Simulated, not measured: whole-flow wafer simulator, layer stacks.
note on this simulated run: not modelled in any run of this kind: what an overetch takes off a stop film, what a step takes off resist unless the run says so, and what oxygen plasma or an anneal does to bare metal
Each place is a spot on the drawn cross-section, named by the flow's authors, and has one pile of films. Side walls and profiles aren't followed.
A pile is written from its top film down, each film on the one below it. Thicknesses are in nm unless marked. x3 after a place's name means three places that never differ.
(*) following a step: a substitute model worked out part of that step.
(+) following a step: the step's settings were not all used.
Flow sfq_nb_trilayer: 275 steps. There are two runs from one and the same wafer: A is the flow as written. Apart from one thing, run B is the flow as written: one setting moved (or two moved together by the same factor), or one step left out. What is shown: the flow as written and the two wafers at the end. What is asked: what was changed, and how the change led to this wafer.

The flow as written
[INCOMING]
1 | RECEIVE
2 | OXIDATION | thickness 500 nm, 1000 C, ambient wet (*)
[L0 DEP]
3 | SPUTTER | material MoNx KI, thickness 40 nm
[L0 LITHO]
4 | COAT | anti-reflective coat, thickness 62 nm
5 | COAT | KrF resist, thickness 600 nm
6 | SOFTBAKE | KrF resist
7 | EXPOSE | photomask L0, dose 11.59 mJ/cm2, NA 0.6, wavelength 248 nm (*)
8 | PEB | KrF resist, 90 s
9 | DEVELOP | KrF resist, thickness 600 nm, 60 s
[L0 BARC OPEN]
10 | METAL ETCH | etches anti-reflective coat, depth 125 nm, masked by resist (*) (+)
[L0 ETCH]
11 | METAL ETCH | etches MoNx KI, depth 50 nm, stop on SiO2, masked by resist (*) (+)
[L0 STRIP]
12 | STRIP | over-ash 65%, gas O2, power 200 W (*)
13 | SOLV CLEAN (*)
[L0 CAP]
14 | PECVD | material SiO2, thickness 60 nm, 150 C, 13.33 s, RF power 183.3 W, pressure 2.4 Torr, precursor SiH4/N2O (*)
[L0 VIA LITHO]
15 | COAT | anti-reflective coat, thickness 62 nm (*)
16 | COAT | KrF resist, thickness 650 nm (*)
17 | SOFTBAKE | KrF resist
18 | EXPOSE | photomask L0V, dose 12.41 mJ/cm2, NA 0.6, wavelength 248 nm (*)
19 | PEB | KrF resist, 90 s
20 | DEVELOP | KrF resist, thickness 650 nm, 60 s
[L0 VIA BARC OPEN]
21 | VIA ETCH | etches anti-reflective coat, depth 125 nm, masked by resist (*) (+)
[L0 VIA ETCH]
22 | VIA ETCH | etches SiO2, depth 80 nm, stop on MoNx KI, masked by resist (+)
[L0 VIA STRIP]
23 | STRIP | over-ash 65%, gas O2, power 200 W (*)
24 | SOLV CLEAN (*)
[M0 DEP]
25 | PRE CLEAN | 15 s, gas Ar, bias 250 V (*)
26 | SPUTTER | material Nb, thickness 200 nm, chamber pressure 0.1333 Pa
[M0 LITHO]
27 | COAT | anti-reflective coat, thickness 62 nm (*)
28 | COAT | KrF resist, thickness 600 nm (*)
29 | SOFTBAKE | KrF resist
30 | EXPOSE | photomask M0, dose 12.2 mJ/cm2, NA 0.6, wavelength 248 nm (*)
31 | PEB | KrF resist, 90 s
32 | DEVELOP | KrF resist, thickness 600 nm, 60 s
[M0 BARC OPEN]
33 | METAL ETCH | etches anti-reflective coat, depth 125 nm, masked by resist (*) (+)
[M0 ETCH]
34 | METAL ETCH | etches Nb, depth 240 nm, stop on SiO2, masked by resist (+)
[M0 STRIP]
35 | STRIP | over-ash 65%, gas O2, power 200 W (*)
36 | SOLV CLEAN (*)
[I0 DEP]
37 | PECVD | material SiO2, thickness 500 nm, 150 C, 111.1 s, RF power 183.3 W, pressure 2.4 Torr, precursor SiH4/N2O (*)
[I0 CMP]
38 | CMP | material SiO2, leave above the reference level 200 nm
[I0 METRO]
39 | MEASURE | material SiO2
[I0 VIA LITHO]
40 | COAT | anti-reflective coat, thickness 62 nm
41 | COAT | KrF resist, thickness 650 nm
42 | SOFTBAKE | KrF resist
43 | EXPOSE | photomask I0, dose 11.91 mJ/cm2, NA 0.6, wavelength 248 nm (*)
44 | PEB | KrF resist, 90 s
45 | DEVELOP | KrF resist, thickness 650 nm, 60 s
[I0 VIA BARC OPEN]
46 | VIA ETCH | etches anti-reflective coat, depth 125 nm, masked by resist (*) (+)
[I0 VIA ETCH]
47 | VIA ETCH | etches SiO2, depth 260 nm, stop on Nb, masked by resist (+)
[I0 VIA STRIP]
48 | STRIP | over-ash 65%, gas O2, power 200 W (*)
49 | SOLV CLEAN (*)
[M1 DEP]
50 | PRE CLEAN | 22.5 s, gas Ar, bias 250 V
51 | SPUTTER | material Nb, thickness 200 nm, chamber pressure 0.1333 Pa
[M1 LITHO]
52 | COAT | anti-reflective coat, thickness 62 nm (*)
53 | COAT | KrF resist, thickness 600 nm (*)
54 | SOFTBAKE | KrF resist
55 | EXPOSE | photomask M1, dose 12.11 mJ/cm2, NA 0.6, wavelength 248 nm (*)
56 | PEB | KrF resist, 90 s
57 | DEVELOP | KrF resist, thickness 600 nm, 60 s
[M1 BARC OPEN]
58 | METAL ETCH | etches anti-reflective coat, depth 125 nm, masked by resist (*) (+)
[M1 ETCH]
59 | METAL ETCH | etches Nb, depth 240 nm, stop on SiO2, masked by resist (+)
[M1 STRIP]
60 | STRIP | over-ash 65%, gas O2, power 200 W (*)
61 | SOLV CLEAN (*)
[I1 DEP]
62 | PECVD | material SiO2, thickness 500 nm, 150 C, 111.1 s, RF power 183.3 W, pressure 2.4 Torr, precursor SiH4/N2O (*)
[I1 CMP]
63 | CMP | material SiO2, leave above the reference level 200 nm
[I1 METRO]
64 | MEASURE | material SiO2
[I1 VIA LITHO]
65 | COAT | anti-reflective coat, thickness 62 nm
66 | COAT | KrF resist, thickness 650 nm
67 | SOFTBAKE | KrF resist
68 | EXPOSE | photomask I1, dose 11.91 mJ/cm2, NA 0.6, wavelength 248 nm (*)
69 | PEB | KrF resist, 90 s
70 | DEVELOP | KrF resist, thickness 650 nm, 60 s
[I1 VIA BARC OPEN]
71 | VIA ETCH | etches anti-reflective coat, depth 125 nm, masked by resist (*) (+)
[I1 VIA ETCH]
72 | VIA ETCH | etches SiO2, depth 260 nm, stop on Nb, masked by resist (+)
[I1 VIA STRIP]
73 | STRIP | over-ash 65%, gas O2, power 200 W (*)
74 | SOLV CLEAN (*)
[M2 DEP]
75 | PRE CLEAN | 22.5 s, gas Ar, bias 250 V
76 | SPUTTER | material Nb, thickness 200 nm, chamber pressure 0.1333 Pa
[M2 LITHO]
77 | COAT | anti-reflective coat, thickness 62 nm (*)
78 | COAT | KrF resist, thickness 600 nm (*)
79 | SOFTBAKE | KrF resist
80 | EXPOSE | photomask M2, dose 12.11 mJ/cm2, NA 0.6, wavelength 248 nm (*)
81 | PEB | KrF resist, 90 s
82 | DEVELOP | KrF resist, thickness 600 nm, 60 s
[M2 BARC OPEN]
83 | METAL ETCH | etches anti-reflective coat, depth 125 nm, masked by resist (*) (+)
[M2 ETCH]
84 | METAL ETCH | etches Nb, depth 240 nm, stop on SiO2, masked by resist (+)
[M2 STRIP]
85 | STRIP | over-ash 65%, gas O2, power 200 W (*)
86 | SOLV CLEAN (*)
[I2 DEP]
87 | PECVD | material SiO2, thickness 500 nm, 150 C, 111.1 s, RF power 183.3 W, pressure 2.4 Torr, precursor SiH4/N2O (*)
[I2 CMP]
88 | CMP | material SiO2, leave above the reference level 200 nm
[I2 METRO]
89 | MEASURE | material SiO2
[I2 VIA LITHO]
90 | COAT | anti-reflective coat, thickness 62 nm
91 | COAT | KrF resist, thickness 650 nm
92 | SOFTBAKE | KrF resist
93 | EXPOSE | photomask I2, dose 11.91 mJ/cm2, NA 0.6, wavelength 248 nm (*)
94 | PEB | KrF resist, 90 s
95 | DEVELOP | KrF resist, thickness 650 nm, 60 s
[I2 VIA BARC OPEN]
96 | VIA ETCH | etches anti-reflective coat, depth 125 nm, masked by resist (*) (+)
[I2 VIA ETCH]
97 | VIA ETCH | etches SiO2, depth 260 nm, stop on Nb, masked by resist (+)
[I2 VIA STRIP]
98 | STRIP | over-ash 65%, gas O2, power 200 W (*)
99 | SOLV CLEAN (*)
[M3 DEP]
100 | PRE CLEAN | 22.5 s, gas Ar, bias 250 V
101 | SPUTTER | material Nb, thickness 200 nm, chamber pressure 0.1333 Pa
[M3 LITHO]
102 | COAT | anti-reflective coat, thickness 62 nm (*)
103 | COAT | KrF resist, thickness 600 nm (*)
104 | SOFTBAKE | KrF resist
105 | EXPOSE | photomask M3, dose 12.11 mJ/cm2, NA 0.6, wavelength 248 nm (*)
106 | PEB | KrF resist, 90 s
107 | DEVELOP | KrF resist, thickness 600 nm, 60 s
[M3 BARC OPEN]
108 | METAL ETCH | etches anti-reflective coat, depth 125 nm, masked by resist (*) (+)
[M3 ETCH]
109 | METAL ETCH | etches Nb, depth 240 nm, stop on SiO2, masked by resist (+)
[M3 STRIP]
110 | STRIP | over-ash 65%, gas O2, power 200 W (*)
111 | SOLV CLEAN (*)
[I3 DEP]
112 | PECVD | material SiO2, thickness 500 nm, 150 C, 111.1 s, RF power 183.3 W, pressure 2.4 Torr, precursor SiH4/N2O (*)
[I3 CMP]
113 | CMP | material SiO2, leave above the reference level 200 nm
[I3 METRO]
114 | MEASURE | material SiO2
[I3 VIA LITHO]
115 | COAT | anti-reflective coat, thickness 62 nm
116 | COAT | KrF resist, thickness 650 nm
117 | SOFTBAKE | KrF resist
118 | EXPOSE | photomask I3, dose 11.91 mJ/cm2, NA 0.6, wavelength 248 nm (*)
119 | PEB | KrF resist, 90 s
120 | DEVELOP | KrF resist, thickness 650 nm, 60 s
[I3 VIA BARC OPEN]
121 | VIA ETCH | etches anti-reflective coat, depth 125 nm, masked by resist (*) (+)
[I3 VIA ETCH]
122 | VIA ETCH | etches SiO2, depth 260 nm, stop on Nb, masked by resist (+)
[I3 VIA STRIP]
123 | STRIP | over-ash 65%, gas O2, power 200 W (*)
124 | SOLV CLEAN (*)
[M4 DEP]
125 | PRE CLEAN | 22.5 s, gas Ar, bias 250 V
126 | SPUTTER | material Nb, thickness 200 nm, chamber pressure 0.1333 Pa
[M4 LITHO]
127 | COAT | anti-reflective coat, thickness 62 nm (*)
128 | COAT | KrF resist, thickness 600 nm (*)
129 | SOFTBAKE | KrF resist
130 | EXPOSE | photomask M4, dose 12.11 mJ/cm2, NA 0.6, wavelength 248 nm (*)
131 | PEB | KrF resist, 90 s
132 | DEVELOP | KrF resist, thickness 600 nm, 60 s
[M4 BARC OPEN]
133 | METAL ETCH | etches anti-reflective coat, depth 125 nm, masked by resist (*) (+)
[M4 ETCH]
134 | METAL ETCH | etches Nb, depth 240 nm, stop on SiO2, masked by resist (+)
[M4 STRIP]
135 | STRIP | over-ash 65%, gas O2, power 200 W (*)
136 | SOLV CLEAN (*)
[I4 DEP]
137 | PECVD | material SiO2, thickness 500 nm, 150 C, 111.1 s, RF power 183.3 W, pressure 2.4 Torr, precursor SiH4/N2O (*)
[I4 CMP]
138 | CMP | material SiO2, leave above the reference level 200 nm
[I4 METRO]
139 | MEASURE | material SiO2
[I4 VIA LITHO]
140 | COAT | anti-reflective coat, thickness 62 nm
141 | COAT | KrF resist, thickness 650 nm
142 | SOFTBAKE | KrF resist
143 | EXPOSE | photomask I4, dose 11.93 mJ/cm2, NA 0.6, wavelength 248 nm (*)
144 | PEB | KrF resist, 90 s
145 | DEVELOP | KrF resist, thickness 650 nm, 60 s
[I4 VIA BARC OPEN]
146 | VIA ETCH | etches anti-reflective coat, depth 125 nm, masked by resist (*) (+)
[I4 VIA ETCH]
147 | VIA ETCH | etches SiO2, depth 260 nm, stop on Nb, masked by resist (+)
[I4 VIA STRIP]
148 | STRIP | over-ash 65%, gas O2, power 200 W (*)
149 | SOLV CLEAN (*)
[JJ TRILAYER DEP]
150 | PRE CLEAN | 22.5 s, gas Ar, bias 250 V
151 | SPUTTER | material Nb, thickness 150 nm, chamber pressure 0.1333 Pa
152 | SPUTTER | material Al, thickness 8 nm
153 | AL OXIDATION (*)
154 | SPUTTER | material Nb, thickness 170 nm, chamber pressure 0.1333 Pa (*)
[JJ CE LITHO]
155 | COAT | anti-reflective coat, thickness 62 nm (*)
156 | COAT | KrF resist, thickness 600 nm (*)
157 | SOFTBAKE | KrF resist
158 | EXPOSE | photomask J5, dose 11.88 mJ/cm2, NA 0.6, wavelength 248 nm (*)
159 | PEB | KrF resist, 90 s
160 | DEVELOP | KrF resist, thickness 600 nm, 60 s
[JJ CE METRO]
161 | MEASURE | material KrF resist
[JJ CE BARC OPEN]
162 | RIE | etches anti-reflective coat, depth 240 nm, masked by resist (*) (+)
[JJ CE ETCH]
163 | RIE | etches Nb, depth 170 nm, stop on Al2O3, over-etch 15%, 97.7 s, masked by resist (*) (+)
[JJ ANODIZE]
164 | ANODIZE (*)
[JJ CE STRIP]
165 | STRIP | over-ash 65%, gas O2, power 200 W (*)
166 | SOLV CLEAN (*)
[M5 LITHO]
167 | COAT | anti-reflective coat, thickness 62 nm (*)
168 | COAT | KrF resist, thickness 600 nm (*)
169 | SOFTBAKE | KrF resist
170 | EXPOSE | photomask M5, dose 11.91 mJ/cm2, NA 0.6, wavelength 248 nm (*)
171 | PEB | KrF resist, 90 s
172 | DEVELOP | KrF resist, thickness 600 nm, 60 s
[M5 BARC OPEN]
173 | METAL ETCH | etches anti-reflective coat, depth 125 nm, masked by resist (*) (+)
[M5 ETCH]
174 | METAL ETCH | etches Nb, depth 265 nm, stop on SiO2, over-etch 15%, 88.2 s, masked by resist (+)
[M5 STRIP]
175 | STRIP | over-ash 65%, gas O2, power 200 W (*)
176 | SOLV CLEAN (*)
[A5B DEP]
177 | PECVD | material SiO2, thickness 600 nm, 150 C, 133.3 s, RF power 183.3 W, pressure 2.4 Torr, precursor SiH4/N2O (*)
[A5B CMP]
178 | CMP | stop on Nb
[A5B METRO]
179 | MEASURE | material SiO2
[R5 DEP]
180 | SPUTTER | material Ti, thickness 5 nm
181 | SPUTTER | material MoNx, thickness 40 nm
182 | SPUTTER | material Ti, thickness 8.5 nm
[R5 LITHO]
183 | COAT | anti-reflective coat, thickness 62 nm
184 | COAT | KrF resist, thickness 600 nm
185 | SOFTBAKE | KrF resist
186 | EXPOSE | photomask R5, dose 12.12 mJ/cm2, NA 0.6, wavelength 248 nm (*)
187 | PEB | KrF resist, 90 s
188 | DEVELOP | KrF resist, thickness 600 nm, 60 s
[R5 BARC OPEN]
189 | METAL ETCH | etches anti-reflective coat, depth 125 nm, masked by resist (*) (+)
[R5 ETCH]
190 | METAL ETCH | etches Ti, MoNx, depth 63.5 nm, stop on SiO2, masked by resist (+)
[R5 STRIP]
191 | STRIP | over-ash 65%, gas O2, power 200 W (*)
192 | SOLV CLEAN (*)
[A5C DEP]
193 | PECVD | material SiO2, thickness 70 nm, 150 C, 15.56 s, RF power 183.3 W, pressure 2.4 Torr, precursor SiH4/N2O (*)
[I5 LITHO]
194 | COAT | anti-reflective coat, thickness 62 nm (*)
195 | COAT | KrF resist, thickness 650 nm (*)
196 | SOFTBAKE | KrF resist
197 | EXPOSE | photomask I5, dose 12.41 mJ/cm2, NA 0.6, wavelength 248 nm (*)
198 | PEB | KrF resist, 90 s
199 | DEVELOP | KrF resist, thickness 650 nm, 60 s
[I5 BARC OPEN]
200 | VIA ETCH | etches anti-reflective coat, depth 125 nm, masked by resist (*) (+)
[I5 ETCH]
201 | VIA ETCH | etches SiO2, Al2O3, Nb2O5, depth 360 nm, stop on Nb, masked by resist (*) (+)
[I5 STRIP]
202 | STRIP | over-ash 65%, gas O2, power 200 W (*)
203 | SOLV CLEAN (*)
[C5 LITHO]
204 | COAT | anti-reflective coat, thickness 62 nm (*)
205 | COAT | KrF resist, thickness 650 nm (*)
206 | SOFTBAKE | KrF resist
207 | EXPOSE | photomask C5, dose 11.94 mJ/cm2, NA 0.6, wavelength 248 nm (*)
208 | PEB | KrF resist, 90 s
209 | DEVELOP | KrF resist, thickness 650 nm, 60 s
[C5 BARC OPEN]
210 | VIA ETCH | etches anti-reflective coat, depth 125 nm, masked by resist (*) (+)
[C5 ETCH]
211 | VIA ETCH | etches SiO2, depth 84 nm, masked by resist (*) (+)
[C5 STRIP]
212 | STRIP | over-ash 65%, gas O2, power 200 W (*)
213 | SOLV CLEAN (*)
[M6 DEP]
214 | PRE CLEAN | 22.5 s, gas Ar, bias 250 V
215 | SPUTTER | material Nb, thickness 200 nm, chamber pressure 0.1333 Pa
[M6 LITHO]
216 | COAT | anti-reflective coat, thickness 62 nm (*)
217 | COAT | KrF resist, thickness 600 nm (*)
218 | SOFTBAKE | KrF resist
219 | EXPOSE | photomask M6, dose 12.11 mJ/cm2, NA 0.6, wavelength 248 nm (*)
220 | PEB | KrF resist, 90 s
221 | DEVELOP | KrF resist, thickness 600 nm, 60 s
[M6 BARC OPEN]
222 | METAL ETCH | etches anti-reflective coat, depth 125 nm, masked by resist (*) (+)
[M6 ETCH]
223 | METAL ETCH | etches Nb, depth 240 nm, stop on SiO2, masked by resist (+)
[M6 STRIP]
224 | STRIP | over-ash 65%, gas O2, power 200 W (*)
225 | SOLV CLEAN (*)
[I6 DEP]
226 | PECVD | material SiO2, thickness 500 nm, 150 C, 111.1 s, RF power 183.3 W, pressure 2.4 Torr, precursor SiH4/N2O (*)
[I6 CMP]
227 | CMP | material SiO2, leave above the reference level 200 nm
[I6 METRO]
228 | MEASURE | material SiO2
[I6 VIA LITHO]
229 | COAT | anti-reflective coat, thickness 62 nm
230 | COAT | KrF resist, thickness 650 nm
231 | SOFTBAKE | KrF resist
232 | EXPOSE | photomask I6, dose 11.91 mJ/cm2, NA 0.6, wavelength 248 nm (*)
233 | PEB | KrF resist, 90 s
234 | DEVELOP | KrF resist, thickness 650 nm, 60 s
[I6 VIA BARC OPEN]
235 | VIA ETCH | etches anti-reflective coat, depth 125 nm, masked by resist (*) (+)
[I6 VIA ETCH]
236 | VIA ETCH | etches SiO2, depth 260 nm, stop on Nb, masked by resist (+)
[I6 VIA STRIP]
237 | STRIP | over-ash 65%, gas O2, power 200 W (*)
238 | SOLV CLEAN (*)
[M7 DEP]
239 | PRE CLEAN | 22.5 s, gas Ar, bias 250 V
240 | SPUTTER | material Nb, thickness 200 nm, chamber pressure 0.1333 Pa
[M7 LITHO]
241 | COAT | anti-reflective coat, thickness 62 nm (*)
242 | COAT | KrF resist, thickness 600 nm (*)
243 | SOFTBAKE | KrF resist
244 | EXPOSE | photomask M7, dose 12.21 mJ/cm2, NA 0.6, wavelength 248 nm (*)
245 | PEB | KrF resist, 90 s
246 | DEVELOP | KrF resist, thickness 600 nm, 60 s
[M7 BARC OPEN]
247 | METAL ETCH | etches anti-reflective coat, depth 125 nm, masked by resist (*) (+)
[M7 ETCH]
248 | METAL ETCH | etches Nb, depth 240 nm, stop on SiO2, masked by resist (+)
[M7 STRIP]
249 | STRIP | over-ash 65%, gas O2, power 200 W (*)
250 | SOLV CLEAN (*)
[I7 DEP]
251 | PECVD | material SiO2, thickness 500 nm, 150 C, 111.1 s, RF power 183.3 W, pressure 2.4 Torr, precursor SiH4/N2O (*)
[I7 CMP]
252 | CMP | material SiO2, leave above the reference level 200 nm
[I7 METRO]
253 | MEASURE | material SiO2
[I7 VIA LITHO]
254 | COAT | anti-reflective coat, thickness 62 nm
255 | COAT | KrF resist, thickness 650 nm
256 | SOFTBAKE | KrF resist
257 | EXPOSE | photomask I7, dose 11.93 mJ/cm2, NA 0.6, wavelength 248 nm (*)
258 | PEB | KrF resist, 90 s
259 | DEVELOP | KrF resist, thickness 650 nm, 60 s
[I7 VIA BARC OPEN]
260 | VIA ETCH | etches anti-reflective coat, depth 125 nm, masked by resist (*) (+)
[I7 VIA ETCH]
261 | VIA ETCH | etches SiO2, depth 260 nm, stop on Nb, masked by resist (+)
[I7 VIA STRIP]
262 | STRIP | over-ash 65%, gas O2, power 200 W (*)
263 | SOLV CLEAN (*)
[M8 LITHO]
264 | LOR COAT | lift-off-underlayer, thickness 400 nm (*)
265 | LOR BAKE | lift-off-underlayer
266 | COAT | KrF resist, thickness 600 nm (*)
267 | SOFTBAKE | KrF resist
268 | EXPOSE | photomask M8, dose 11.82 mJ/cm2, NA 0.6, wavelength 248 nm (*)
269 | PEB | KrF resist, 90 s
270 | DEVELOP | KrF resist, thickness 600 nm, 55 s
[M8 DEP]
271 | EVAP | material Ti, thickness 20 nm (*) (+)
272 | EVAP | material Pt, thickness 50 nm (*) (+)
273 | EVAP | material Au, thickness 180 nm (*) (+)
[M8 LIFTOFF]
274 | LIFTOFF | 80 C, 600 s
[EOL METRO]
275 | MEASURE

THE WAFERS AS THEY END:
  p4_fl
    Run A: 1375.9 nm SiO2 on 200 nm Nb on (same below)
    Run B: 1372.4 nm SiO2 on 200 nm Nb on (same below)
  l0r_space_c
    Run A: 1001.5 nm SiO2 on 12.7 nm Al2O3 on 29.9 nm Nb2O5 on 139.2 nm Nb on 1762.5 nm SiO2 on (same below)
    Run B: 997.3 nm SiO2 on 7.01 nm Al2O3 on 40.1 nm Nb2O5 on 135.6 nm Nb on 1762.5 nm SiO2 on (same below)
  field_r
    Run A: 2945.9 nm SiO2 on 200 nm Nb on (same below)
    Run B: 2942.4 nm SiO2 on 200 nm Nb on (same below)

What caused this: step 152, SPUTTER: thickness 4.56 nm was run, whereas the flow has thickness 8 nm.

How this came from the change, step by step:
  152 | SPUTTER | material Al, thickness 8 nm
      field_l, v_sur, via_sp and 100 more: A Al gains 8 (new film) | B Al gains 4.56 (new film)
      via_wl, via_wr: A Al gains 5.14 (new film) | B Al gains 2.93 (new film)
      (also at 1 further place)
  155 | COAT | anti-reflective coat, thickness 62 nm (*)
      via_wl, via_wr: A anti-reflective coat gains 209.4 (new film) | B anti-reflective coat gains 205 (new film)
  162 | RIE | etches anti-reflective coat, depth 240 nm, masked by resist (*) (+)
      ce_l, c5j, ce_r, wl_jj: A KrF resist loses 209.4 | B KrF resist loses 205
      via_wl, via_wr: A anti-reflective coat loses 209.4 (all of it) | B anti-reflective coat loses 205 (all of it)
  164 | ANODIZE (*)
      field_l, v_sur, via_sp and 96 more: A Al2O3 gains 12.2, Nb2O5 gains 29.9 (new film), Al loses 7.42 (all of it), Nb loses 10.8 | B Al2O3 gains 6.57, Nb2O5 gains 40.1 (new film), Al loses 3.98 (all of it), Nb loses 14.4
      via_wl, via_wr: A Al2O3 gains 7.52 (new film), Nb2O5 gains 39.2 (new film), Al loses 4.56 (all of it), Nb loses 14.1 | B Al2O3 gains 3.88 (new film), Nb2O5 gains 45.7 (new film), Al loses 2.35 (all of it), Nb loses 16.4
      (also at 1 further place)
  174 | METAL ETCH | etches Nb, depth 265 nm, stop on SiO2, over-etch 15%, 88.2 s, masked by resist (+)
      field_l, r_sur, res and 50 more: A Al2O3 loses 12.6 (all of it), Nb2O5 loses 29.9 (all of it), Nb loses 139.2 (all of it), SiO2 loses 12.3 | B Al2O3 loses 6.95 (all of it), Nb2O5 loses 40.1 (all of it), Nb loses 135.6 (all of it), SiO2 loses 12.2
  201 | VIA ETCH | etches SiO2, Al2O3, Nb2O5, depth 360 nm, stop on Nb, masked by resist (*) (+)
      be: A SiO2 loses 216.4 (all of it), Al2O3 loses 12.7 (all of it), Nb2O5 loses 29.9 (all of it) | B SiO2 loses 212.1 (all of it), Al2O3 loses 7.01 (all of it), Nb2O5 loses 40.1 (all of it)
